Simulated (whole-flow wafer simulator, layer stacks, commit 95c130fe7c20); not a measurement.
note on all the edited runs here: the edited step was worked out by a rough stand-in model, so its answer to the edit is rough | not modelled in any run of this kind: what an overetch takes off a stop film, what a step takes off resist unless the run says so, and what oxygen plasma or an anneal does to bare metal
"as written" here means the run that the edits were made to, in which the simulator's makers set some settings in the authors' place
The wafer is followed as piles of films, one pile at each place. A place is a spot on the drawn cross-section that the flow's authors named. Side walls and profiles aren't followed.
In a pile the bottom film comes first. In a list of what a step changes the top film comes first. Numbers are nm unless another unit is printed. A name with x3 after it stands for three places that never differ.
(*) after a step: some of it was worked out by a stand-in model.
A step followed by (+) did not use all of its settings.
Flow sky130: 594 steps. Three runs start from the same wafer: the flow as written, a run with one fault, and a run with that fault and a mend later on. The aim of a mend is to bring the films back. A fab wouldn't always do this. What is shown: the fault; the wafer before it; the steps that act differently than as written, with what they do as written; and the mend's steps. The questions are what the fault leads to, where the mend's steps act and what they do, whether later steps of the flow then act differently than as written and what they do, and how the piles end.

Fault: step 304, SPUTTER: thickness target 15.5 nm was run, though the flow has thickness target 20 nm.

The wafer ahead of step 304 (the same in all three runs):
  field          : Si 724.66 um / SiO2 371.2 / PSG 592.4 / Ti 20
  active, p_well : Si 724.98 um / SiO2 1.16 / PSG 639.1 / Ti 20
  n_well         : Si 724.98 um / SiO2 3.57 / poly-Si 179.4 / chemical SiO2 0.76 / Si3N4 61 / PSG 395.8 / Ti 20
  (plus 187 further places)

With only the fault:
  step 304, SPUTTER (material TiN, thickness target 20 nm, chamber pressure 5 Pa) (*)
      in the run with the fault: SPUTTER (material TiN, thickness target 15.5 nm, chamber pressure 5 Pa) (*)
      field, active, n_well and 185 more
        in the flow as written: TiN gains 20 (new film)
        in the run with the fault: TiN gains 15.5 (new film)
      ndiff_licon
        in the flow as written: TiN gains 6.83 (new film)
        in the run with the fault: TiN gains 5.33 (new film)
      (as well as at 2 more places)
  Later steps of the flow acting differently than as written (1 other step is not shown; it differs only slightly, by no more than 2% or 0.5 nm, whichever is larger):
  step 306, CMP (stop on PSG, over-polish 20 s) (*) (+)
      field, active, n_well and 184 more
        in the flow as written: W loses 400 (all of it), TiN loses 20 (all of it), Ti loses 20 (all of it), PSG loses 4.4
        in the run with the fault: W loses 400 (all of it), TiN loses 15.5 (all of it), Ti loses 20 (all of it), PSG loses 4.4
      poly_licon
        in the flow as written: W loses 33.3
        in the run with the fault: W loses 28.8
  At poly_licon, ndiff_licon, ndiff_licon_cpp, rpo_hd_licon, the piles at the end differ from the flow's by more than 2% or 0.5 nm, whichever is larger.
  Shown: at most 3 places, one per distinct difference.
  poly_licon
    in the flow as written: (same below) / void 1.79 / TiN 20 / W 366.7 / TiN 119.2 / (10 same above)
    in the run with the fault: (same below) / void 1.79 / TiN 15.5 / W 371.2 / TiN 119.2 / (10 same above)
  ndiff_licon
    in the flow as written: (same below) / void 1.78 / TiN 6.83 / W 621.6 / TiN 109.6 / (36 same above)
    in the run with the fault: (same below) / void 1.78 / TiN 5.33 / W 623.1 / TiN 109.6 / (36 same above)
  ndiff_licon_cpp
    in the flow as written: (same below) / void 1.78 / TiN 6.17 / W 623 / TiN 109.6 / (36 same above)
    in the run with the fault: (same below) / void 1.78 / TiN 4.82 / W 624.3 / TiN 109.6 / (36 same above)

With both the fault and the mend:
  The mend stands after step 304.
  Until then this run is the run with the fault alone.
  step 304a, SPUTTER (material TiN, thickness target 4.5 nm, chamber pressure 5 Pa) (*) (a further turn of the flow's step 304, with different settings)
      field, active, n_well and 185 more
        TiN gains 4.5
      ndiff_licon
        TiN gains 1.5
      ndiff_licon_cpp
        TiN gains 1.36
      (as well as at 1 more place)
  Every later step of the flow that is run acts as written, at every place that is followed, to within 2% or 0.5 nm, whichever is larger.
  The piles end only slightly different from the flow's at the places that both follow, by no more than 2% or 0.5 nm, whichever is larger.
